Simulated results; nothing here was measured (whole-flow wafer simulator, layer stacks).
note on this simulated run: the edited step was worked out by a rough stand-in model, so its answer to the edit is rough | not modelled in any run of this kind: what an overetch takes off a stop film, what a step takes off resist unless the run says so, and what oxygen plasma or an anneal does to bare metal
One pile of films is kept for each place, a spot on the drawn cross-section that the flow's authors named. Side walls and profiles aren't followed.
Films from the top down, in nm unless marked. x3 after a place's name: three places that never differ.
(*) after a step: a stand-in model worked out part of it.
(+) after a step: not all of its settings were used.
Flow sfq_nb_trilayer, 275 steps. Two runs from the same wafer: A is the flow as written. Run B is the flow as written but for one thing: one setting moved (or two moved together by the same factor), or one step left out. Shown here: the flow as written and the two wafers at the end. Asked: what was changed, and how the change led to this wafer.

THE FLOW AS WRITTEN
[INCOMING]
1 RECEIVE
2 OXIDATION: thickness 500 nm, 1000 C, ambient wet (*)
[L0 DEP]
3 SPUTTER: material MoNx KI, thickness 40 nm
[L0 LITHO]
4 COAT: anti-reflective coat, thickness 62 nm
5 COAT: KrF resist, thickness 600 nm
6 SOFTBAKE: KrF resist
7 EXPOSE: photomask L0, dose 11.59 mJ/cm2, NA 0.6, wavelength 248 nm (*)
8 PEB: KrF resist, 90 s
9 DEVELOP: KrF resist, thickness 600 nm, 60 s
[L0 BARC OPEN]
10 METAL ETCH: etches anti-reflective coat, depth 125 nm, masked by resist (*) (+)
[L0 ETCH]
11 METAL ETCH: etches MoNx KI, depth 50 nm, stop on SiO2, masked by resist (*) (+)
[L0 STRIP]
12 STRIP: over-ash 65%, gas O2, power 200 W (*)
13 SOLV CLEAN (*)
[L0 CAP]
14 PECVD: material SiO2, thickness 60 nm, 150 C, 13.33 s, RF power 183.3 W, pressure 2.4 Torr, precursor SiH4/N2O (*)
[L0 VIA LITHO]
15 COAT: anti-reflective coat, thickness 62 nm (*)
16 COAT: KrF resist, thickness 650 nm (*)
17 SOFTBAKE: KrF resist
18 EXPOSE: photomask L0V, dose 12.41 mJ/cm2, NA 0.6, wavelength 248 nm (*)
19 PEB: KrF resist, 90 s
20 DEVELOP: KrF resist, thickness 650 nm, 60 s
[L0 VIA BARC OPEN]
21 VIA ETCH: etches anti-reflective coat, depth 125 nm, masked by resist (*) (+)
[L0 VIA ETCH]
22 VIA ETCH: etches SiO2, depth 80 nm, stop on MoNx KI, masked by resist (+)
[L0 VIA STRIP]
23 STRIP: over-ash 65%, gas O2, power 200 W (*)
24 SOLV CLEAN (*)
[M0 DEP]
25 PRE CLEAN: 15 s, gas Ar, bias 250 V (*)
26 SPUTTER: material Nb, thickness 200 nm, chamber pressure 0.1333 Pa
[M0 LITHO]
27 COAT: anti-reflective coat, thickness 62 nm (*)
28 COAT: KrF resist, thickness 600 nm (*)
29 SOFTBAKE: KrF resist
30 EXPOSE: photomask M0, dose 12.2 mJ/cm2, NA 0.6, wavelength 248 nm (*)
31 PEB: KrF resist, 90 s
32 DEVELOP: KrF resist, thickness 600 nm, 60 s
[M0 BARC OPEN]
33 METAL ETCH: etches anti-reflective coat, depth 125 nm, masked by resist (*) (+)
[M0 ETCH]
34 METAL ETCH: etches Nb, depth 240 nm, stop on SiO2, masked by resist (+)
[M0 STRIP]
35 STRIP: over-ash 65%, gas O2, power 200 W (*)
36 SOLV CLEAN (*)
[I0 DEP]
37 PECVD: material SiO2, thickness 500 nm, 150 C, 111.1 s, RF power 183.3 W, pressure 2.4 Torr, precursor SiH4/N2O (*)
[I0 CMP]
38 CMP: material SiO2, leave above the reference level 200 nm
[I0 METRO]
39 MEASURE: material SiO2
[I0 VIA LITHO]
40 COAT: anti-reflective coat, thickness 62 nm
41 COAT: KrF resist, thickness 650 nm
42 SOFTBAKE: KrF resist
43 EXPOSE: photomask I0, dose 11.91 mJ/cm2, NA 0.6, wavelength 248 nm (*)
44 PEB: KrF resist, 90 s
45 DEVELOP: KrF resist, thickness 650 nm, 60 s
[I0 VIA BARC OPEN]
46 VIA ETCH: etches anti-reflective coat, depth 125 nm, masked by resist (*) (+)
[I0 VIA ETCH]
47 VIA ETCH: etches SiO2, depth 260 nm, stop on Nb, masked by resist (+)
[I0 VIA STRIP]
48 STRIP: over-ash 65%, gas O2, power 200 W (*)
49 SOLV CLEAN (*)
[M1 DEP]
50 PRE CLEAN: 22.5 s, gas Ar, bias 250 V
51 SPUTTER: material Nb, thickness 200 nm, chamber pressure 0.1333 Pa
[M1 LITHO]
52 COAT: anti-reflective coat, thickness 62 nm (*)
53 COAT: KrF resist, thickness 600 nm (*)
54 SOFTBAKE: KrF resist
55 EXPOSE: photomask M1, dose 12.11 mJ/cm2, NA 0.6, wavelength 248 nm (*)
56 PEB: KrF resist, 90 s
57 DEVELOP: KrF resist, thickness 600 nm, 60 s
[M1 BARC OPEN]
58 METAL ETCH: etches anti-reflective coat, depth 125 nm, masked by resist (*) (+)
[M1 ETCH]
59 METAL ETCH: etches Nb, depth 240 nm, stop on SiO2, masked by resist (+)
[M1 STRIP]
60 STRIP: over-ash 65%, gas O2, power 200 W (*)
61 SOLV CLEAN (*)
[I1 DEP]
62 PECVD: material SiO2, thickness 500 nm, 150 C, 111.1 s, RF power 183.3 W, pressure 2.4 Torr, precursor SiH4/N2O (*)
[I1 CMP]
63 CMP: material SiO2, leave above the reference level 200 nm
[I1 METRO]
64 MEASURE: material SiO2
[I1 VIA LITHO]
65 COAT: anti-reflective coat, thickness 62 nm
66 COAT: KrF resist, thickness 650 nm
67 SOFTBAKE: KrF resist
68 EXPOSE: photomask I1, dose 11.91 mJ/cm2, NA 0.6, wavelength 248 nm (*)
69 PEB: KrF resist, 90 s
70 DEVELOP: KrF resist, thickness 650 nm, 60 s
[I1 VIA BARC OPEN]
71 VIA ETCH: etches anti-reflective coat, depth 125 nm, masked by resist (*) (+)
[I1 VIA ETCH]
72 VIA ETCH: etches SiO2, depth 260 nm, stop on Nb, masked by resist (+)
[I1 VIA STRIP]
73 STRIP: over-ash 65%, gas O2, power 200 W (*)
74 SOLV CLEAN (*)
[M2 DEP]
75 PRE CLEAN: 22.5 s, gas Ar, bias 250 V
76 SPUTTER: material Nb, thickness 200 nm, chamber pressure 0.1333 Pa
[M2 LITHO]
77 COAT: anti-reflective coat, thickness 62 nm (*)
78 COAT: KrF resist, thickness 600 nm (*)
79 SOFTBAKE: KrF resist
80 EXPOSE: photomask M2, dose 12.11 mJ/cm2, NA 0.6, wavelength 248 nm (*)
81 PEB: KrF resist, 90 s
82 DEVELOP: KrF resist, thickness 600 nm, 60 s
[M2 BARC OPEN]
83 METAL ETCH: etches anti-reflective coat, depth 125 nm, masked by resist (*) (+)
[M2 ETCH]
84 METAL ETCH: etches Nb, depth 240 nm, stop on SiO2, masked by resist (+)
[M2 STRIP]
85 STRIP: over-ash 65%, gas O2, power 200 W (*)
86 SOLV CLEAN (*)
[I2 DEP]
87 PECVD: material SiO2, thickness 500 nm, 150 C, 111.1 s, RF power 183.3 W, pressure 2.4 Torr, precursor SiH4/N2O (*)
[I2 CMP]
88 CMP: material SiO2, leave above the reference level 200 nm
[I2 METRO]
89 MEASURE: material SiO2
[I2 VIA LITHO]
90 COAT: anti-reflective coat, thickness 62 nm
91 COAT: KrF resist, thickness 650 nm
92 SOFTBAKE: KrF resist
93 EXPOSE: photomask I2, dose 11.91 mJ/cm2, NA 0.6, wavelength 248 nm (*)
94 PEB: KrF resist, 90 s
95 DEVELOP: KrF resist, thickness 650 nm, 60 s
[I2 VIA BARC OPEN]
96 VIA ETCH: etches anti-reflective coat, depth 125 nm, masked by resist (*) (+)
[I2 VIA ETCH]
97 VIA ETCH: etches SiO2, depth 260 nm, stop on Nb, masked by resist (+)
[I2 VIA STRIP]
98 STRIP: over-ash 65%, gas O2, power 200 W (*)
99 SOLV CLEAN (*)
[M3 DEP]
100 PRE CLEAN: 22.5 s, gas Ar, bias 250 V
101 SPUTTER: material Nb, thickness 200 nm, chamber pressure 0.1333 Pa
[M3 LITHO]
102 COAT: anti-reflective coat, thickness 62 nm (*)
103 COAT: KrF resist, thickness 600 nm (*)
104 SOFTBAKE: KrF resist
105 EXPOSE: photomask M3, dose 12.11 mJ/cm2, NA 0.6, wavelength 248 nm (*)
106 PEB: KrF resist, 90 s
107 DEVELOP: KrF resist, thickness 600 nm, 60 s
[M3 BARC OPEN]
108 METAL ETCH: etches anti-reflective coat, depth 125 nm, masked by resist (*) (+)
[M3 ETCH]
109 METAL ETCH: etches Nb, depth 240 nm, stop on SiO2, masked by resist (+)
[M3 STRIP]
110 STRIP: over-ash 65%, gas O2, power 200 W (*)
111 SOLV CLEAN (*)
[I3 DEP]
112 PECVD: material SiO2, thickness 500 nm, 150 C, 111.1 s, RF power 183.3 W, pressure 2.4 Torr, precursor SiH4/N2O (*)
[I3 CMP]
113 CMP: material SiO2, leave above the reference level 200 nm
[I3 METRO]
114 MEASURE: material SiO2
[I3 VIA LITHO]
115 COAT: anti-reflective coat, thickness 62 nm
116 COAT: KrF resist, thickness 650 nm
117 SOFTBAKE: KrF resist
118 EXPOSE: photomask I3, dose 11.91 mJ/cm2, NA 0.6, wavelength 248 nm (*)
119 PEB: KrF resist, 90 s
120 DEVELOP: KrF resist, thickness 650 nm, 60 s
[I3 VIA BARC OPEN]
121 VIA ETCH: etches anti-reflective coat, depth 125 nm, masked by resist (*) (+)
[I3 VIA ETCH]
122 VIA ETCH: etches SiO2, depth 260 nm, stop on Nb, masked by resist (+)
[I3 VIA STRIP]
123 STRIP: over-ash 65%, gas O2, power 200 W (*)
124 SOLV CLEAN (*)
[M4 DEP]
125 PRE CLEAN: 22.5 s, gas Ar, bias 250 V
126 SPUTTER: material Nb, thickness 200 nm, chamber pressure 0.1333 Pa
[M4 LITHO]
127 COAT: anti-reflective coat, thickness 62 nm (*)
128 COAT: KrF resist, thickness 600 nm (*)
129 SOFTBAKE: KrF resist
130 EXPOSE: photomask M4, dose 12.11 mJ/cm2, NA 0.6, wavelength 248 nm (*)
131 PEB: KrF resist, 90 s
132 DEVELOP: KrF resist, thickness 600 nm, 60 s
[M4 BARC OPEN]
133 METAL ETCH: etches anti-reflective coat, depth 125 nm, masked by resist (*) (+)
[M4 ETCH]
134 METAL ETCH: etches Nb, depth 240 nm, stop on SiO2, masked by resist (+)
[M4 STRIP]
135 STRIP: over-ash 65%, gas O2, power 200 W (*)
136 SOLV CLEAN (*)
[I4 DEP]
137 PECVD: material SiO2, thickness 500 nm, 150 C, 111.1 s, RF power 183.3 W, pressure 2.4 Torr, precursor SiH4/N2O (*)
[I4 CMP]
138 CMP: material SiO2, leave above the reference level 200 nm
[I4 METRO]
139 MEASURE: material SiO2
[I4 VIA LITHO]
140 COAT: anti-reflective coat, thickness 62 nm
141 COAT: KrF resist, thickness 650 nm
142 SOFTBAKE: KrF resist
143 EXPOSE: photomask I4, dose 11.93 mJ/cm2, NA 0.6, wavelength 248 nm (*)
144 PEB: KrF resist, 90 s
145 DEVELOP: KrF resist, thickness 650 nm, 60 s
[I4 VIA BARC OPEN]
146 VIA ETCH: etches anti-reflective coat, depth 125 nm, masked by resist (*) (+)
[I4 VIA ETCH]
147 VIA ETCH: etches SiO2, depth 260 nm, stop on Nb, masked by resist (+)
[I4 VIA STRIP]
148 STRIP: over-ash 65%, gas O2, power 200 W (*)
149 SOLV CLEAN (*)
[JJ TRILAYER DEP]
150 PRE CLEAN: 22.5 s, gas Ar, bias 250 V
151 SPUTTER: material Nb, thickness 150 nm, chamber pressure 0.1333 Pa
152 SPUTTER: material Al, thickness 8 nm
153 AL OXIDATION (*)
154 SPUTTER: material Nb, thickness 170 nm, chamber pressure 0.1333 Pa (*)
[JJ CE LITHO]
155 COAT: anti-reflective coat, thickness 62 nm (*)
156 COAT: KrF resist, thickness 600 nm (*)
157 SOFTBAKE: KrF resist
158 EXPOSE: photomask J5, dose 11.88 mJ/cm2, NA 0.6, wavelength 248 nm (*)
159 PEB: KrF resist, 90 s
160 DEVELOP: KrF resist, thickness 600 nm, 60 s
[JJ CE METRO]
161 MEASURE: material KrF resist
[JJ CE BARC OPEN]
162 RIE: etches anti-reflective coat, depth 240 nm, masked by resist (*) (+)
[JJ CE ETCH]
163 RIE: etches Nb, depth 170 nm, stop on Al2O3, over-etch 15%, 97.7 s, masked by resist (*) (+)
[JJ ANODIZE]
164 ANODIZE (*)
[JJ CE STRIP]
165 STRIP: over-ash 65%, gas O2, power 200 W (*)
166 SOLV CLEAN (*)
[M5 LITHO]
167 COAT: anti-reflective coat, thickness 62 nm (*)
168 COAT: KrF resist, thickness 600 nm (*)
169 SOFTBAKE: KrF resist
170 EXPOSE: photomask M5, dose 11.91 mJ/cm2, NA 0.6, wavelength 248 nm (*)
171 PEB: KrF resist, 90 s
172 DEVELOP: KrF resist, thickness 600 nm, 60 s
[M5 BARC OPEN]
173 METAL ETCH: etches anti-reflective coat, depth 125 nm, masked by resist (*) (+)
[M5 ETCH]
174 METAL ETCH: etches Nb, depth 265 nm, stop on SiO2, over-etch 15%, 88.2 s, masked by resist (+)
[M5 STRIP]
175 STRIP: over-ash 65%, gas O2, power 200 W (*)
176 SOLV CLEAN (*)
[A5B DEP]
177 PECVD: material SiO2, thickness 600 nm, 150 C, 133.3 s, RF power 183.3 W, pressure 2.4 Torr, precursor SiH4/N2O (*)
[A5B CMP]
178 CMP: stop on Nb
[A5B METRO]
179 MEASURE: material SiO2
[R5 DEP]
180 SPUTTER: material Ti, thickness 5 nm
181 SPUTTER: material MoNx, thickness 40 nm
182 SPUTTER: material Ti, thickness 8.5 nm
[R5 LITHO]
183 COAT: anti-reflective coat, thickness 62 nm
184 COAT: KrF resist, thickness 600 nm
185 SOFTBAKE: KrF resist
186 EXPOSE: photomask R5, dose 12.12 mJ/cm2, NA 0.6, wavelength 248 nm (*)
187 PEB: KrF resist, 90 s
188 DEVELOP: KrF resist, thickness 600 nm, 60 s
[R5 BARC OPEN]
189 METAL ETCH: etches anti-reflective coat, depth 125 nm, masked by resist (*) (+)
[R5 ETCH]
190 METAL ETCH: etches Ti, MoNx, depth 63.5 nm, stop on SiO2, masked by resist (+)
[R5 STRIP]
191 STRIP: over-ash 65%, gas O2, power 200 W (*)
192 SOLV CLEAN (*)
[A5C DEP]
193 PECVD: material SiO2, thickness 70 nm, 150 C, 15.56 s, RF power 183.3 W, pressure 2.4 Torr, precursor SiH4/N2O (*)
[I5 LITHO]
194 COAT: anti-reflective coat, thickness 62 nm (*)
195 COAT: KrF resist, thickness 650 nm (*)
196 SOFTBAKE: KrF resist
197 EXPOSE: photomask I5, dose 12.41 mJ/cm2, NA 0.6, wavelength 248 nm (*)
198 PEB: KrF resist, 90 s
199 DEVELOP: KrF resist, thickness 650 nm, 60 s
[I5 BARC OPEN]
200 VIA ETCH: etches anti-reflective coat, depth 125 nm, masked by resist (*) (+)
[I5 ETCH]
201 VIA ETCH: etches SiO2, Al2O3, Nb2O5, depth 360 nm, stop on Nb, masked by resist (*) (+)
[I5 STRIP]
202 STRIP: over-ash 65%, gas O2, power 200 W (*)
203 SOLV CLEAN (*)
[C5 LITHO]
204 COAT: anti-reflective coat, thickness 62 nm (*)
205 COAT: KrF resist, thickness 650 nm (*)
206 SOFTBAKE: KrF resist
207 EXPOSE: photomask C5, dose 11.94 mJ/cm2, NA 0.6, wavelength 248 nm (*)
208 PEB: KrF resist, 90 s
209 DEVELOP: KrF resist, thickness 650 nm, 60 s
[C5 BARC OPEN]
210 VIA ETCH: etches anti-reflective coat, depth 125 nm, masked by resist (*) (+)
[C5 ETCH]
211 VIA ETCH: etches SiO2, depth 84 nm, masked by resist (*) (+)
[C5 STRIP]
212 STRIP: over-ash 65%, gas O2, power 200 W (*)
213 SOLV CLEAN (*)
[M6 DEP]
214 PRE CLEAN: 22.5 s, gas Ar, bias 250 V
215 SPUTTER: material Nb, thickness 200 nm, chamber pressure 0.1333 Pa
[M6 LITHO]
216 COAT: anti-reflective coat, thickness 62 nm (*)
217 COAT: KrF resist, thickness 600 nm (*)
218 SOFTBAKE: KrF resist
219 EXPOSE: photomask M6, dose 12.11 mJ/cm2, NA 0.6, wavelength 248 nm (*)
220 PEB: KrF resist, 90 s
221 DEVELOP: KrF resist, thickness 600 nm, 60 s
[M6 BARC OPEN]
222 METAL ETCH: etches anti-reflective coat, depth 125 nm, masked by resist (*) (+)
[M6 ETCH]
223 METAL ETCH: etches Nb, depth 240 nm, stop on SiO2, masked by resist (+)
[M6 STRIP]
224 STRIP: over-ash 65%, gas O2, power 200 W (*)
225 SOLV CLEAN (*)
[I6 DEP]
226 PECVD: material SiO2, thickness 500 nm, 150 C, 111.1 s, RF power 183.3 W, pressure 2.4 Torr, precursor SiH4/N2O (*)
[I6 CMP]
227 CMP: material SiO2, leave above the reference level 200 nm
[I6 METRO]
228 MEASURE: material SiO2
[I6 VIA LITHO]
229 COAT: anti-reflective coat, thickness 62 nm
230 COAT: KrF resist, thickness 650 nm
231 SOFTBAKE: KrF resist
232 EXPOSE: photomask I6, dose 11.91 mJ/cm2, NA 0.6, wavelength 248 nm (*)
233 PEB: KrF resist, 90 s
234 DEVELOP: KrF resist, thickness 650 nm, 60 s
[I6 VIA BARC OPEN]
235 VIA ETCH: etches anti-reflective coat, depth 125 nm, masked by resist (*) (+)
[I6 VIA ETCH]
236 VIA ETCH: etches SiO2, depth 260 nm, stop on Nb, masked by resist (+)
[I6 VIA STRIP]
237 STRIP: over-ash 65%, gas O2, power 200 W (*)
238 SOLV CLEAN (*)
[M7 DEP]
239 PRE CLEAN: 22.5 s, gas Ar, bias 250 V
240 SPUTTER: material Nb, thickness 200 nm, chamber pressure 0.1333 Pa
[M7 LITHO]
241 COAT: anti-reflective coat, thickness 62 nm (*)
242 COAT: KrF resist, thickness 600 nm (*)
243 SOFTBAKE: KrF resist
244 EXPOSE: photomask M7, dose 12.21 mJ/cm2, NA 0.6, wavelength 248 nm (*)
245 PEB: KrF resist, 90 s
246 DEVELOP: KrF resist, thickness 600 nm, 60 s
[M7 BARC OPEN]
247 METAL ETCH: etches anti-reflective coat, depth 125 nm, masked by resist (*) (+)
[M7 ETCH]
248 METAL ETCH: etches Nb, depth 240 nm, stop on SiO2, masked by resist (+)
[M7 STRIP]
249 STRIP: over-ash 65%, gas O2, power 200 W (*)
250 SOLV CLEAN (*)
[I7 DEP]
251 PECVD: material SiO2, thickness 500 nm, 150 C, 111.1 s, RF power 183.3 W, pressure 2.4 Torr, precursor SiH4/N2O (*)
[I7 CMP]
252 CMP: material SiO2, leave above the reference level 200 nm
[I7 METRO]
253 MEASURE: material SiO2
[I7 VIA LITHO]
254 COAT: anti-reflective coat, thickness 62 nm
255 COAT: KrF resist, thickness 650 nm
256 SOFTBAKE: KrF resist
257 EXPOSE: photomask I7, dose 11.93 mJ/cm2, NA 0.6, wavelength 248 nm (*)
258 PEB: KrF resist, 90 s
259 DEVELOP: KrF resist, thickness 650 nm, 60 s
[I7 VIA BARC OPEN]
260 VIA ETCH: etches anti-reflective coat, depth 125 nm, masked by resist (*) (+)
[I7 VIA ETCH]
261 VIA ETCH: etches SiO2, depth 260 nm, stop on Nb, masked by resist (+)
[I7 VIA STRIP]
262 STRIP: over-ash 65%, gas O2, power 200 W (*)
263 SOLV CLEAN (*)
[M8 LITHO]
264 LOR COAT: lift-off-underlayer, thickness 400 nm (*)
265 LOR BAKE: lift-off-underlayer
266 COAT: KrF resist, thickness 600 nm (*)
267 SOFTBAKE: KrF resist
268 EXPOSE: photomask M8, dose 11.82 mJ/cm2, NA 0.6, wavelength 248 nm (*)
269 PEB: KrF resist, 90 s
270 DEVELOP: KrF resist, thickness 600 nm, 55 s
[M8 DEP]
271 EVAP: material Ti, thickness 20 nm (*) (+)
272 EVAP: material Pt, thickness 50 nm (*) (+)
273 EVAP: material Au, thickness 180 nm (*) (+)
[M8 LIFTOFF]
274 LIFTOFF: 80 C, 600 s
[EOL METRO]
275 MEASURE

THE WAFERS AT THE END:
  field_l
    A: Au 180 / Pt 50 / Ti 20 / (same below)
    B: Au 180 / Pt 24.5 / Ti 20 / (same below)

The cause: step 272, EVAP: thickness 24.5 nm was run, where the flow has thickness 50 nm.
It can be read off the wafer: field_l has Pt 24.5, and step 272 as written asks for 50 nm.

How the change led to this, step by step:
  272 EVAP: material Pt, thickness 50 nm (*) (+)
      field_l, v_sur, via_wl and 103 more: A Pt +50 (new film) | B Pt +24.5 (new film)
  274 LIFTOFF: 80 C, 600 s
      p4_fl, p4_fm, p4_w1 and 71 more: A Au -180 (all of it), Pt -50 (all of it), Ti -20 (all of it), KrF resist -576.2 (all of it), lift-off-underlayer -400 (all of it) | B Au -180 (all of it), Pt -24.5 (all of it), Ti -20 (all of it), KrF resist -576.2 (all of it), lift-off-underlayer -400 (all of it)
      c5j, ce_r: A Au -180 (all of it), Pt -50 (all of it), Ti -20 (all of it), KrF resist -573.3 (all of it), lift-off-underlayer -399.3 (all of it) | B Au -180 (all of it), Pt -24.5 (all of it), Ti -20 (all of it), KrF resist -573.3 (all of it), lift-off-underlayer -399.3 (all of it)
      (and at 19 more places)
